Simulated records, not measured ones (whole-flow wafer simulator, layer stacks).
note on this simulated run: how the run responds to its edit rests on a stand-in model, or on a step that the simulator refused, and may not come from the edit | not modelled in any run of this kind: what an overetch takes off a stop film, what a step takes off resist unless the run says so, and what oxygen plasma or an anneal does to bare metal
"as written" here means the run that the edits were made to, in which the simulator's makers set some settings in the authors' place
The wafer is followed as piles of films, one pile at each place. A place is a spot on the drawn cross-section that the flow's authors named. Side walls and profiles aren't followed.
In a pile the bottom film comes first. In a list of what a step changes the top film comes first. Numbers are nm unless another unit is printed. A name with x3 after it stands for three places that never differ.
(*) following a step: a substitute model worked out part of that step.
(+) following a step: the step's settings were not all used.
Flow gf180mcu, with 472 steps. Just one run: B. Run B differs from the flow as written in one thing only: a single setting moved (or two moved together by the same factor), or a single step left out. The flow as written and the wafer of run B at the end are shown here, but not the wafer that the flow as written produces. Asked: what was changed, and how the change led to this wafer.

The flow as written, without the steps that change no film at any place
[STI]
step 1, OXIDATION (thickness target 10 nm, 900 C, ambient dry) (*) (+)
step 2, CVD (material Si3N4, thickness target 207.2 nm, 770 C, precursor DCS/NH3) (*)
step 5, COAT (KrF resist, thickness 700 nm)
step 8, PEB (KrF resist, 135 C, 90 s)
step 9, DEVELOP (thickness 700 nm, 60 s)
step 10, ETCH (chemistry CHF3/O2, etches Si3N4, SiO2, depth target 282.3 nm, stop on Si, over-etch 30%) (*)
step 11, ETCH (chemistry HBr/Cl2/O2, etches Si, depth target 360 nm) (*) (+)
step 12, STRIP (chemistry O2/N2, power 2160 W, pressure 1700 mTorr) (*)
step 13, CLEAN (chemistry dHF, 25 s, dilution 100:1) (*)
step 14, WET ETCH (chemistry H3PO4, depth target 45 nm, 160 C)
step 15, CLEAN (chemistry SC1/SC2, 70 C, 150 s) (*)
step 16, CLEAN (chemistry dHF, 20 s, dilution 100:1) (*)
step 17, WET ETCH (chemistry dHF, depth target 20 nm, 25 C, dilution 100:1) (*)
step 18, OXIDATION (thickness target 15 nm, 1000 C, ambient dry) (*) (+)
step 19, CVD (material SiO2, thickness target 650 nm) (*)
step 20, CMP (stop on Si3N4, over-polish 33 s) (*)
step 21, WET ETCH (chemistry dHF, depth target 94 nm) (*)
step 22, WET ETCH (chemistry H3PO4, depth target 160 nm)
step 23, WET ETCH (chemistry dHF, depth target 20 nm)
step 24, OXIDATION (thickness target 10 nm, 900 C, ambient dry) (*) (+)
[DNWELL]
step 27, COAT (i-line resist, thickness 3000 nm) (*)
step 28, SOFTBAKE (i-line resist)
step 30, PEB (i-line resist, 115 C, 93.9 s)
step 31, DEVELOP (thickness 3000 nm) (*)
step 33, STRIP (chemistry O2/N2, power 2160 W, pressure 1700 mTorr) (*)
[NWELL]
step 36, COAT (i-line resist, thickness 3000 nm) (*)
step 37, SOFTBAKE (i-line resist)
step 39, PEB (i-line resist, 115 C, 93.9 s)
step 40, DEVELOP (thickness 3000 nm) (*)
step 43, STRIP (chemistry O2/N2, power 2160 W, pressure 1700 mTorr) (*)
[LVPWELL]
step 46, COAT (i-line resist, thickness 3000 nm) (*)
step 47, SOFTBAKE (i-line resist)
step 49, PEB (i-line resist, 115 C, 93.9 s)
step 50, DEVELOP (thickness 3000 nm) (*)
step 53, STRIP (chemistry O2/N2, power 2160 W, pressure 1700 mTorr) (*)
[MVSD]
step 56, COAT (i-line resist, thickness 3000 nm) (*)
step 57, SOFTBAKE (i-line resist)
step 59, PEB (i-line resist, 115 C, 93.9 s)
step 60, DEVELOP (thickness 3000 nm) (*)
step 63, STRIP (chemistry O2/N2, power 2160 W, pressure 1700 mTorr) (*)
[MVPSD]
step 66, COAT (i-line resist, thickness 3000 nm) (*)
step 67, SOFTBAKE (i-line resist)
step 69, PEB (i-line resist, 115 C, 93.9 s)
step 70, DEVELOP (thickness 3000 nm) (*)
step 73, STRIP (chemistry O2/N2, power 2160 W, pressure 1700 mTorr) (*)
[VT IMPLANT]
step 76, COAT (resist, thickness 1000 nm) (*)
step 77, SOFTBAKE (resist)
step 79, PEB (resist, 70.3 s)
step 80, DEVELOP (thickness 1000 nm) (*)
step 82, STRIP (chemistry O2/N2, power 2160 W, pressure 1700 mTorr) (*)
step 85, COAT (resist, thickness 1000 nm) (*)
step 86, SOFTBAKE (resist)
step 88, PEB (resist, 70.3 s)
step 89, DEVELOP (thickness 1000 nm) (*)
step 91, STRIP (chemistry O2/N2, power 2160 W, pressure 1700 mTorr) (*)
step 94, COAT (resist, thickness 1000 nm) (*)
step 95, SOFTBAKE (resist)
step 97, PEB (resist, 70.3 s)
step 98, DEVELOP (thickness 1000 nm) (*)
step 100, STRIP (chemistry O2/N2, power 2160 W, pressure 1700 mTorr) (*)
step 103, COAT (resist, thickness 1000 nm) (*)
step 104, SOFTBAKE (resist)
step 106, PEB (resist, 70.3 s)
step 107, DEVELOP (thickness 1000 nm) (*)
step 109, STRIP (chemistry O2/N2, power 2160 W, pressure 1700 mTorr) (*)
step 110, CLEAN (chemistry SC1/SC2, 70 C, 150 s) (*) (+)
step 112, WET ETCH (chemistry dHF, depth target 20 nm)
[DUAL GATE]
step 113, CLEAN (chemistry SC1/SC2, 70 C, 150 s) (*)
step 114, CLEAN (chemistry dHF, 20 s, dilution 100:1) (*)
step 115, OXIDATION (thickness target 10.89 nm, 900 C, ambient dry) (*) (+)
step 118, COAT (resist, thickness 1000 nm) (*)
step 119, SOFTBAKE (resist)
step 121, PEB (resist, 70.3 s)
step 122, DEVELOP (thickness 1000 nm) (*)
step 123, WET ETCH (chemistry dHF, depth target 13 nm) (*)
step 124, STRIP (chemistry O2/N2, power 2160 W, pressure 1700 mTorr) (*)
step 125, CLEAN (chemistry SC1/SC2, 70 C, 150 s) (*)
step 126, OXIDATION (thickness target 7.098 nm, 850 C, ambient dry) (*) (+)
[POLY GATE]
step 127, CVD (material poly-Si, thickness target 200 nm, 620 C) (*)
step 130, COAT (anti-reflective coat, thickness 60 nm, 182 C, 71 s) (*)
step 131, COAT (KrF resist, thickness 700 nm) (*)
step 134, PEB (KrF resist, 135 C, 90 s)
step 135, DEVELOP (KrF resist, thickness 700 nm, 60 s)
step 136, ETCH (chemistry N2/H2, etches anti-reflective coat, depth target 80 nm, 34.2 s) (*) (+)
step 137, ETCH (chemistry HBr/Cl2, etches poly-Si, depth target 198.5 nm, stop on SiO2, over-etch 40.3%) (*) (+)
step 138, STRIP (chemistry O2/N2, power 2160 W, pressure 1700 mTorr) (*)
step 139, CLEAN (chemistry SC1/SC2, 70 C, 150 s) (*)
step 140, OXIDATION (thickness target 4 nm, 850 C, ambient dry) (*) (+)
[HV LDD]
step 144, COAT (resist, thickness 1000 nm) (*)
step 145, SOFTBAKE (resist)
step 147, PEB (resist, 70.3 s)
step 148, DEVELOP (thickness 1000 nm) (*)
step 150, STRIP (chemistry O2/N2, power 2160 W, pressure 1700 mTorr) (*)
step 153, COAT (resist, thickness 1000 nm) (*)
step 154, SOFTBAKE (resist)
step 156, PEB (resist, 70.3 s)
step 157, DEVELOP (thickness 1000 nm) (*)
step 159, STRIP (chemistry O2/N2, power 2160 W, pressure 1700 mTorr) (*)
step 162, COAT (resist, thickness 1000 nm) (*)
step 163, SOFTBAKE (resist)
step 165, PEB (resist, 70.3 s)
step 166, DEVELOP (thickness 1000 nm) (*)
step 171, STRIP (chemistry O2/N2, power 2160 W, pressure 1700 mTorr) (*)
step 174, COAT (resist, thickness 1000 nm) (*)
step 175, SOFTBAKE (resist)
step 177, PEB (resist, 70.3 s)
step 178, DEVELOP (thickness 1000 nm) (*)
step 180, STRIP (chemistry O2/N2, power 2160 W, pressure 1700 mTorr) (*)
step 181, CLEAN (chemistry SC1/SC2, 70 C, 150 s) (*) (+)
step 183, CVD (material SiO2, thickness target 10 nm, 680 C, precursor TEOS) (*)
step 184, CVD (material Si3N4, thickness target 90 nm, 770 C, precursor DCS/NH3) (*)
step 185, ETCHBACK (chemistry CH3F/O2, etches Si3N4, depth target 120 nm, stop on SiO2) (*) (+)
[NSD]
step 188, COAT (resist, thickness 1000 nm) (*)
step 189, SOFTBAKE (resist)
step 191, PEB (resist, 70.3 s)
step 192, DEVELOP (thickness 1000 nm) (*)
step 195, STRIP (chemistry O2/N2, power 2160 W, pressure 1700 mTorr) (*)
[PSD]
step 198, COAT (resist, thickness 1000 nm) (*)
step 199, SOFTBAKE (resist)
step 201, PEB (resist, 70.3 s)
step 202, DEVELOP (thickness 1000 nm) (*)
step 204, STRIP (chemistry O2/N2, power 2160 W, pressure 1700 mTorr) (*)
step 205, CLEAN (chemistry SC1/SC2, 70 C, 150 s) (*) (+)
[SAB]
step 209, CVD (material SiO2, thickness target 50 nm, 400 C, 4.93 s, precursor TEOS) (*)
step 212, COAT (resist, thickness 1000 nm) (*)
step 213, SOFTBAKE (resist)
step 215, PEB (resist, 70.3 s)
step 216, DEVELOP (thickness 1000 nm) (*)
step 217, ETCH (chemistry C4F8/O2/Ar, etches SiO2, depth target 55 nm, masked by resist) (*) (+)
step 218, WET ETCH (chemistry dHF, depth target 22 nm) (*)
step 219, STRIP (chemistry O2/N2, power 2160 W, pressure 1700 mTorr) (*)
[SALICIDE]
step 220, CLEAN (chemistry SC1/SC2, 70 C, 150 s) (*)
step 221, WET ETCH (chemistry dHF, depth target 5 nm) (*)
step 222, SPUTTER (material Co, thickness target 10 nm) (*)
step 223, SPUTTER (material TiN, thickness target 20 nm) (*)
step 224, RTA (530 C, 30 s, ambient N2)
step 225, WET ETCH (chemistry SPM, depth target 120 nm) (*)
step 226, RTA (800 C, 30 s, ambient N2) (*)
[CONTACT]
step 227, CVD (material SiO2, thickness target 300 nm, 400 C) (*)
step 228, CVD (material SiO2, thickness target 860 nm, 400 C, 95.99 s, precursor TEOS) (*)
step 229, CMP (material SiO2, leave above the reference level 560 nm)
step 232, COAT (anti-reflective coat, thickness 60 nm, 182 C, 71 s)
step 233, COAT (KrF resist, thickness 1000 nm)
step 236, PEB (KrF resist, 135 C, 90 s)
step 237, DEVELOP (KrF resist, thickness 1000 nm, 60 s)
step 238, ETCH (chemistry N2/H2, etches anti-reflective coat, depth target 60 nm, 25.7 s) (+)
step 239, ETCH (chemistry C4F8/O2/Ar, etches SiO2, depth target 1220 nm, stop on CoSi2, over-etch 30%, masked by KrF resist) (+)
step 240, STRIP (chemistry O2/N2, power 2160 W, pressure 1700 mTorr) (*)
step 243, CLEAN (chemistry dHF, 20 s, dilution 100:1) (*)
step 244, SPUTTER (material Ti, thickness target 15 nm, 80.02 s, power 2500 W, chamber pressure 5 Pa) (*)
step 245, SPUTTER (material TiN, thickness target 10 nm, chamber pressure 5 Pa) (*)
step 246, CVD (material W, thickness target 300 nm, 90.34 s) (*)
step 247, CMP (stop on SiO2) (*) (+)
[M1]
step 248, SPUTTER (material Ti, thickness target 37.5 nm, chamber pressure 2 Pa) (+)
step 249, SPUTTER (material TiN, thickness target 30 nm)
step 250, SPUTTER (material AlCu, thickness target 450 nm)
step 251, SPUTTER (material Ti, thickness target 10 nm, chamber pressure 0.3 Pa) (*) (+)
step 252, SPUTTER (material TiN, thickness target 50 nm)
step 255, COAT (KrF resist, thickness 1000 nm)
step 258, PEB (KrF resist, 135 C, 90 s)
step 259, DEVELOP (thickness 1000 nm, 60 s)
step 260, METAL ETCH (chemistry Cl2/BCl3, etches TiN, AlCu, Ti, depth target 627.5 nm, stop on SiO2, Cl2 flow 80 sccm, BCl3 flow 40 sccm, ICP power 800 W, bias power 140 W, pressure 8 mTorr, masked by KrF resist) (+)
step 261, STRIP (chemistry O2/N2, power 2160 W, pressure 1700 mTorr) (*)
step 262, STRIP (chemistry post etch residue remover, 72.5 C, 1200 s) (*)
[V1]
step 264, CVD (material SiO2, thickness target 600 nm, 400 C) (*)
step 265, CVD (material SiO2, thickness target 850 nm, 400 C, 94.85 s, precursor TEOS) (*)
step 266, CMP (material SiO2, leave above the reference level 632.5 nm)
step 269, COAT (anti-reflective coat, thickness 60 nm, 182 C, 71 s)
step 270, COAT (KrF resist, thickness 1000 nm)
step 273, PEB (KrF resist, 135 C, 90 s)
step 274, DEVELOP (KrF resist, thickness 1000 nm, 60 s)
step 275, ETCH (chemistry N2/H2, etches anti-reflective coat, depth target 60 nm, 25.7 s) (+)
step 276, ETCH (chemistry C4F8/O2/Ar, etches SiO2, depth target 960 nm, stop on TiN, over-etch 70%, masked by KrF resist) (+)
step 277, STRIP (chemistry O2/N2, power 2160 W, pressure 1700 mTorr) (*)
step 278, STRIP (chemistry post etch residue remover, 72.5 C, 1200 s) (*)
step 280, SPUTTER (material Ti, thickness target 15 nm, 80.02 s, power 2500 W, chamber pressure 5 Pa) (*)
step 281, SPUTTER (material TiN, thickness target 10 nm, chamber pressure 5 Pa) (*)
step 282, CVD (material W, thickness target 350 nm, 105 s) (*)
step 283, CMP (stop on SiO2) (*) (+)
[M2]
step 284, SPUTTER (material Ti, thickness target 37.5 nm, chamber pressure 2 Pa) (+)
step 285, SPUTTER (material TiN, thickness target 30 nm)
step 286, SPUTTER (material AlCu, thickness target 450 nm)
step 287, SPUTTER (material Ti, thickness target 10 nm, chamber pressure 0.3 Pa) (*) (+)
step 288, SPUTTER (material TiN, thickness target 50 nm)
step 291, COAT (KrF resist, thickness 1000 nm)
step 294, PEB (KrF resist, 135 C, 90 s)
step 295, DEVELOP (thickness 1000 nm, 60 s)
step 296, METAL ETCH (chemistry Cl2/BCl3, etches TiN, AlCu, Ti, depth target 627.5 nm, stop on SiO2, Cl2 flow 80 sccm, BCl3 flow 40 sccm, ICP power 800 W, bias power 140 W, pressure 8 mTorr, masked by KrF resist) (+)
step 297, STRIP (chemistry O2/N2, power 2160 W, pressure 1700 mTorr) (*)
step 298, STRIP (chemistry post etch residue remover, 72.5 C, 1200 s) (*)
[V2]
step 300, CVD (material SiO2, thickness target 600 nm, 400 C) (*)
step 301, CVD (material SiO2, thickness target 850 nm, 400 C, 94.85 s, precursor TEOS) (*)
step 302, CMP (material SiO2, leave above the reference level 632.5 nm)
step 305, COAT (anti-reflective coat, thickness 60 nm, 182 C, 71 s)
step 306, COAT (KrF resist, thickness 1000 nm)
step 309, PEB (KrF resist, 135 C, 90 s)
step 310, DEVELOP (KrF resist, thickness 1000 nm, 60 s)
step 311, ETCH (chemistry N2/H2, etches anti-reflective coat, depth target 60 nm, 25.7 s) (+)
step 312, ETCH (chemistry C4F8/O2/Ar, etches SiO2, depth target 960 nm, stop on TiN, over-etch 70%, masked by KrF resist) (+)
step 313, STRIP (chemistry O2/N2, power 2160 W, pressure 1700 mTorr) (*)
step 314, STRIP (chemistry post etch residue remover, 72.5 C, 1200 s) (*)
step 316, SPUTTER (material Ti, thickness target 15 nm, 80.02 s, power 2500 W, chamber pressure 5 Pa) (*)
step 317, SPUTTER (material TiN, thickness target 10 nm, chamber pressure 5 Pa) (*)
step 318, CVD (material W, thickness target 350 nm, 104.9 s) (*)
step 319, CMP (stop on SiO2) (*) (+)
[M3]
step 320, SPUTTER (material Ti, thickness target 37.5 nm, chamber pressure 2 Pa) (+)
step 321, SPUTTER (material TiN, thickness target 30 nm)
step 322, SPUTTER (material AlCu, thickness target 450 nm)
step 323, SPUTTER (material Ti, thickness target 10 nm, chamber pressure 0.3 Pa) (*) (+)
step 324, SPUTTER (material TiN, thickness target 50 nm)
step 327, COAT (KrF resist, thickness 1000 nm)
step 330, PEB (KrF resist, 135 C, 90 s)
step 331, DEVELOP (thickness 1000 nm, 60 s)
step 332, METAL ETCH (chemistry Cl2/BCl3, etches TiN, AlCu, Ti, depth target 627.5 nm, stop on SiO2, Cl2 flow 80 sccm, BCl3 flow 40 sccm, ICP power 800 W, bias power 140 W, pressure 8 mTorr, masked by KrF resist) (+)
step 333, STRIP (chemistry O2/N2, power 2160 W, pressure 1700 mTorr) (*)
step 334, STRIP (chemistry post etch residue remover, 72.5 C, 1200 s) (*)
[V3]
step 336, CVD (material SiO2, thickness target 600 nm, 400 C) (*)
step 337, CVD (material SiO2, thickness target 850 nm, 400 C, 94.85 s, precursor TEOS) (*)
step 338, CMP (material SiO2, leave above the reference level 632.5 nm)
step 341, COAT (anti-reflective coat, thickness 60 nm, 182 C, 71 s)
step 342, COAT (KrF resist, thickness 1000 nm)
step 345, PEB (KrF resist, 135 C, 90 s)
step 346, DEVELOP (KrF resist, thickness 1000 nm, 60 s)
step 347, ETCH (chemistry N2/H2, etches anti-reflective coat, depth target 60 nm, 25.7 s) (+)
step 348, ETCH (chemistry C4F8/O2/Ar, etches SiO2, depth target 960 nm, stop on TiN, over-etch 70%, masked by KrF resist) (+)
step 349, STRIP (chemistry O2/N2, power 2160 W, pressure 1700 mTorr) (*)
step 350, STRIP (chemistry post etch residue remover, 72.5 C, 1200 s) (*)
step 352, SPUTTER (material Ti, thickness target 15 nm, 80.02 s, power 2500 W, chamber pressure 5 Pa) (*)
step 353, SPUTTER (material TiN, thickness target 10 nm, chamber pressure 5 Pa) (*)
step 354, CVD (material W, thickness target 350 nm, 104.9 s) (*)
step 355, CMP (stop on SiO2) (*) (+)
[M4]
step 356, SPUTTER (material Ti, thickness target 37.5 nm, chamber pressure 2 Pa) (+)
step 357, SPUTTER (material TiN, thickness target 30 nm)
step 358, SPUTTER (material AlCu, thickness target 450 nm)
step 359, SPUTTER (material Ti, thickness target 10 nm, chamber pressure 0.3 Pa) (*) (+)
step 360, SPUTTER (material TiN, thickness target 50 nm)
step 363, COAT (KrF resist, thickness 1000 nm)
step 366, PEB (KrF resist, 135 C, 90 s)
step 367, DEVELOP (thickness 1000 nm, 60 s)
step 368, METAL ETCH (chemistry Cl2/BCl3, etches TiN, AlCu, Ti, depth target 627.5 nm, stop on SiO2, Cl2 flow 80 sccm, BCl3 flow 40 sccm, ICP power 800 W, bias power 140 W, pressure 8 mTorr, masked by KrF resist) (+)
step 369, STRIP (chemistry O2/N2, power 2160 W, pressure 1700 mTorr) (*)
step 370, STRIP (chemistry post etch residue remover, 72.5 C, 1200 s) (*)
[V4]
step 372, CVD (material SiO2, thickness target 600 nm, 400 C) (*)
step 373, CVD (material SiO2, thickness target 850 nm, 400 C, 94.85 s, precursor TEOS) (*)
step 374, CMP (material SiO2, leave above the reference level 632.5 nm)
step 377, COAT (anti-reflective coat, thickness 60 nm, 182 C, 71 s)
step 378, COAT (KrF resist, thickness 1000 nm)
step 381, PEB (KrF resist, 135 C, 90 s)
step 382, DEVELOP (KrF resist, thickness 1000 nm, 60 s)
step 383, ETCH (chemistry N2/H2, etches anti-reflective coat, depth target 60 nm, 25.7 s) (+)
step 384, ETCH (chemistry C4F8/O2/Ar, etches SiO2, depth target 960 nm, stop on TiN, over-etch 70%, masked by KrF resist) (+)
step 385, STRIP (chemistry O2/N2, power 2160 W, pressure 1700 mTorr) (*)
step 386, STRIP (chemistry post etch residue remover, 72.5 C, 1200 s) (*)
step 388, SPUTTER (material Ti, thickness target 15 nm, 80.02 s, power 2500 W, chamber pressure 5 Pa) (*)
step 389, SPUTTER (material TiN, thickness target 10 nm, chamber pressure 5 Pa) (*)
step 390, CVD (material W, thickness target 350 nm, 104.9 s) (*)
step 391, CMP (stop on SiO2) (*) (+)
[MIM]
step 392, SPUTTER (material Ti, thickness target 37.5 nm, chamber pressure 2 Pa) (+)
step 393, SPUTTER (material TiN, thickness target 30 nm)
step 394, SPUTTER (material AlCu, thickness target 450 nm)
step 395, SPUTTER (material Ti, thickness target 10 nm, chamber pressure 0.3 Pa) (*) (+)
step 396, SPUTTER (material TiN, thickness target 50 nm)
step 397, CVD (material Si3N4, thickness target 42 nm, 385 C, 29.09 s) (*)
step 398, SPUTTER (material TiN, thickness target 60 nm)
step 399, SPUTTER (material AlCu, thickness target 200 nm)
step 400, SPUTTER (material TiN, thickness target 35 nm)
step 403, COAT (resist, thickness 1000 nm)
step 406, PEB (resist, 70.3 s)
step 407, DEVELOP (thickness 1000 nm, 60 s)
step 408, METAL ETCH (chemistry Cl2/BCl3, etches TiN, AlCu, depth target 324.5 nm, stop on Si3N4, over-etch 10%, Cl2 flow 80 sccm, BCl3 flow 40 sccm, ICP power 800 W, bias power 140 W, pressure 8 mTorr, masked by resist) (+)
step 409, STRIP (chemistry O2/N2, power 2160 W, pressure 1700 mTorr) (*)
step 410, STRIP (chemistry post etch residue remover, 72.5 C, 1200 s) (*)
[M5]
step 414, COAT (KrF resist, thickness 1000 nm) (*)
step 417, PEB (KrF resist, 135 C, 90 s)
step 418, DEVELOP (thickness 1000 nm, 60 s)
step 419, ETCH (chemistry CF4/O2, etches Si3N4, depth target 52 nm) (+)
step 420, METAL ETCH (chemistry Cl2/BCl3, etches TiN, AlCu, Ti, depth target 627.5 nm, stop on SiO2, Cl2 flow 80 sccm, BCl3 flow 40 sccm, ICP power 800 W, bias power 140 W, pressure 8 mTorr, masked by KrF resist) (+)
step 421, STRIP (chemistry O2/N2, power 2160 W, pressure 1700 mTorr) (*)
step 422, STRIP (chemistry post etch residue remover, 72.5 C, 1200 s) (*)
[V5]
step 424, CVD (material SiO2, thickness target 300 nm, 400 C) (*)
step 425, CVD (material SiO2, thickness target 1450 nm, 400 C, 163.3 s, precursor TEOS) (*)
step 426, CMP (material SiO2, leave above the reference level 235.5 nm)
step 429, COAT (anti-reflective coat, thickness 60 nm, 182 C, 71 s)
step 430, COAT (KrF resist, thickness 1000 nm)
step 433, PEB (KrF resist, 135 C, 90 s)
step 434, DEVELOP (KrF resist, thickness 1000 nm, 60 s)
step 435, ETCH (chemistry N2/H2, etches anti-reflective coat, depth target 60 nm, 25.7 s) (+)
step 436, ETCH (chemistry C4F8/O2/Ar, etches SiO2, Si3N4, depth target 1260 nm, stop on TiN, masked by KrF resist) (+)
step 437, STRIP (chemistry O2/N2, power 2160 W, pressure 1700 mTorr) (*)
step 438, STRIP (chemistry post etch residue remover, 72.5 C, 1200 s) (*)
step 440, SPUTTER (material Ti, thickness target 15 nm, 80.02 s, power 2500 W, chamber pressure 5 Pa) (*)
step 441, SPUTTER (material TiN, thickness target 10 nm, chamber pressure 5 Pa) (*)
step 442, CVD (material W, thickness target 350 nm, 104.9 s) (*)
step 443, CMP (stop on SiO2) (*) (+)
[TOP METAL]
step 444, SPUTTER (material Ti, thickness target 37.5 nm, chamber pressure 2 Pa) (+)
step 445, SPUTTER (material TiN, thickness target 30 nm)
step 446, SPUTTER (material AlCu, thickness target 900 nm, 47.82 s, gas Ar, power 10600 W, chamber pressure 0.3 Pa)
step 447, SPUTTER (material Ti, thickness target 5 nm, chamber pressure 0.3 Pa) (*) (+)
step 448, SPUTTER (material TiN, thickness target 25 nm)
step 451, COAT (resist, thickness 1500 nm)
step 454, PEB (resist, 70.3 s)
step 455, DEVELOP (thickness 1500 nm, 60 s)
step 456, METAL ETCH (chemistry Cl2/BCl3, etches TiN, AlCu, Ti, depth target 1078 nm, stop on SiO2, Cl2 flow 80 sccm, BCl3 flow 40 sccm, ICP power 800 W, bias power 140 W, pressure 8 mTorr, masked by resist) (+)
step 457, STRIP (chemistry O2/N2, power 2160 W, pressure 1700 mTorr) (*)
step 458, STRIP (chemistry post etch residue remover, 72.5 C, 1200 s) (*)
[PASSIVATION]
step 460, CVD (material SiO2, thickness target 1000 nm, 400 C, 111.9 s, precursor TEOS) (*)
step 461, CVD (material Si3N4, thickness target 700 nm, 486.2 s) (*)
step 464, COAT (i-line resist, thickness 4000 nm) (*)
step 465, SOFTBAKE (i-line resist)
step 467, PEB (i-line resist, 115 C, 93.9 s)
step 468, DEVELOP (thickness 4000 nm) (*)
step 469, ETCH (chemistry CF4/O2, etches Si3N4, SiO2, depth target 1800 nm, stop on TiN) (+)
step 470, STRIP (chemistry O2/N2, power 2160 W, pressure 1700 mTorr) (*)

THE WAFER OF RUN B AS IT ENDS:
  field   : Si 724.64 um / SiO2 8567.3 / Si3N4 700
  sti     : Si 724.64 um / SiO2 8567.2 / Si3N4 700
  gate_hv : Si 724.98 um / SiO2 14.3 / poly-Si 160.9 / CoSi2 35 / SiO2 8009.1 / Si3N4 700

Cause: step 302, CMP: leave above the reference level 974.1 nm was run, while the flow as written has leave above the reference level 632.5 nm.

How this came from the change, step by step:
  step 302, CMP (material SiO2, leave above the reference level 632.5 nm)
      field, field__w1, field__w2 and 103 more: nothing (in the flow as written it would be: SiO2 loses 300)
      field__w8, contact, m1, m1__w1, m1_nw: SiO2 loses 535.5 (in the flow as written it would be: SiO2 loses 877.1)
  step 305, COAT (anti-reflective coat, thickness 60 nm, 182 C, 71 s)
      field: anti-reflective coat gains 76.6 (new film) (in the flow as written it would be: anti-reflective coat gains 60 (new film))
      field__w8: anti-reflective coat gains 36.6 (new film) (in the flow as written it would be: anti-reflective coat gains 60 (new film))
      (also at 11 further places)
  step 311, ETCH (chemistry N2/H2, etches anti-reflective coat, depth target 60 nm, 25.7 s) (+)
      contact: anti-reflective coat loses 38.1 (all of it), SiO2 loses 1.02 (in the flow as written it would be: anti-reflective coat loses 60 (all of it), SiO2 loses 0.46)
  step 312, ETCH (chemistry C4F8/O2/Ar, etches SiO2, depth target 960 nm, stop on TiN, over-etch 70%, masked by KrF resist) (+)
      contact: SiO2 loses 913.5 (all of it) (in the flow as written it would be: SiO2 loses 572.5 (all of it))
  step 313, STRIP (chemistry O2/N2, power 2160 W, pressure 1700 mTorr) (*)
      field: KrF resist loses 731 (all of it), anti-reflective coat loses 76.6 (all of it) (in the flow as written it would be: KrF resist loses 739.2 (all of it), anti-reflective coat loses 60 (all of it))
      field__w8: KrF resist loses 735.1 (all of it), anti-reflective coat loses 36.6 (all of it) (in the flow as written it would be: KrF resist loses 739.2 (all of it), anti-reflective coat loses 60 (all of it))
      (also at 10 further places)
  step 316, SPUTTER (material Ti, thickness target 15 nm, 80.02 s, power 2500 W, chamber pressure 5 Pa) (*)
      contact: Ti gains 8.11 (new film) (in the flow as written it would be: Ti gains 9.65 (new film))
  step 317, SPUTTER (material TiN, thickness target 10 nm, chamber pressure 5 Pa) (*)
      contact: TiN gains 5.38 (new film) (in the flow as written it would be: TiN gains 6.4 (new film))
  step 318, CVD (material W, thickness target 350 nm, 104.9 s) (*)
      contact: W gains 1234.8 (new film) (in the flow as written it would be: W gains 932.3 (new film))
  step 319, CMP (stop on SiO2) (*) (+)
      m1, m1__w1, m1_nw: W loses 350 (all of it), TiN loses 10 (all of it), Ti loses 15 (all of it), SiO2 loses 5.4 (in the flow as written it would be: W loses 350 (all of it), TiN loses 10 (all of it), Ti loses 15 (all of it), SiO2 loses 3.78)
      field__w8: W loses 350 (all of it), TiN loses 10 (all of it), Ti loses 15 (all of it), SiO2 loses 5.41 (in the flow as written it would be: W loses 350 (all of it), TiN loses 10 (all of it), Ti loses 15 (all of it), SiO2 loses 3.78)
  step 327, COAT (KrF resist, thickness 1000 nm)
      field__w8: KrF resist gains 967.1 (new film) (in the flow as written it would be: KrF resist gains 1000 (new film))
      m1: KrF resist gains 966.6 (new film) (in the flow as written it would be: KrF resist gains 1000 (new film))
      (also at 2 further places)
  step 333, STRIP (chemistry O2/N2, power 2160 W, pressure 1700 mTorr) (*)
      field__w8: KrF resist loses 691 (all of it) (in the flow as written it would be: KrF resist loses 723.5 (all of it))
      m1: KrF resist loses 690.4 (all of it) (in the flow as written it would be: KrF resist loses 723.5 (all of it))
      (also at 2 further places)
  step 338, CMP (material SiO2, leave above the reference level 632.5 nm)
      field, field__w1, field__w2 and 103 more: SiO2 loses 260 (in the flow as written it would be: SiO2 loses 300)
      contact: SiO2 loses 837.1 (in the flow as written it would be: SiO2 loses 877.1)
  step 348, ETCH (chemistry C4F8/O2/Ar, etches SiO2, depth target 960 nm, stop on TiN, over-etch 70%, masked by KrF resist) (+)
      contact: SiO2 loses 612.5 (all of it) (in the flow as written it would be: SiO2 loses 572.5 (all of it))
  step 354, CVD (material W, thickness target 350 nm, 104.9 s) (*)
      contact: W gains 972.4 (new film) (in the flow as written it would be: W gains 932.3 (new film))
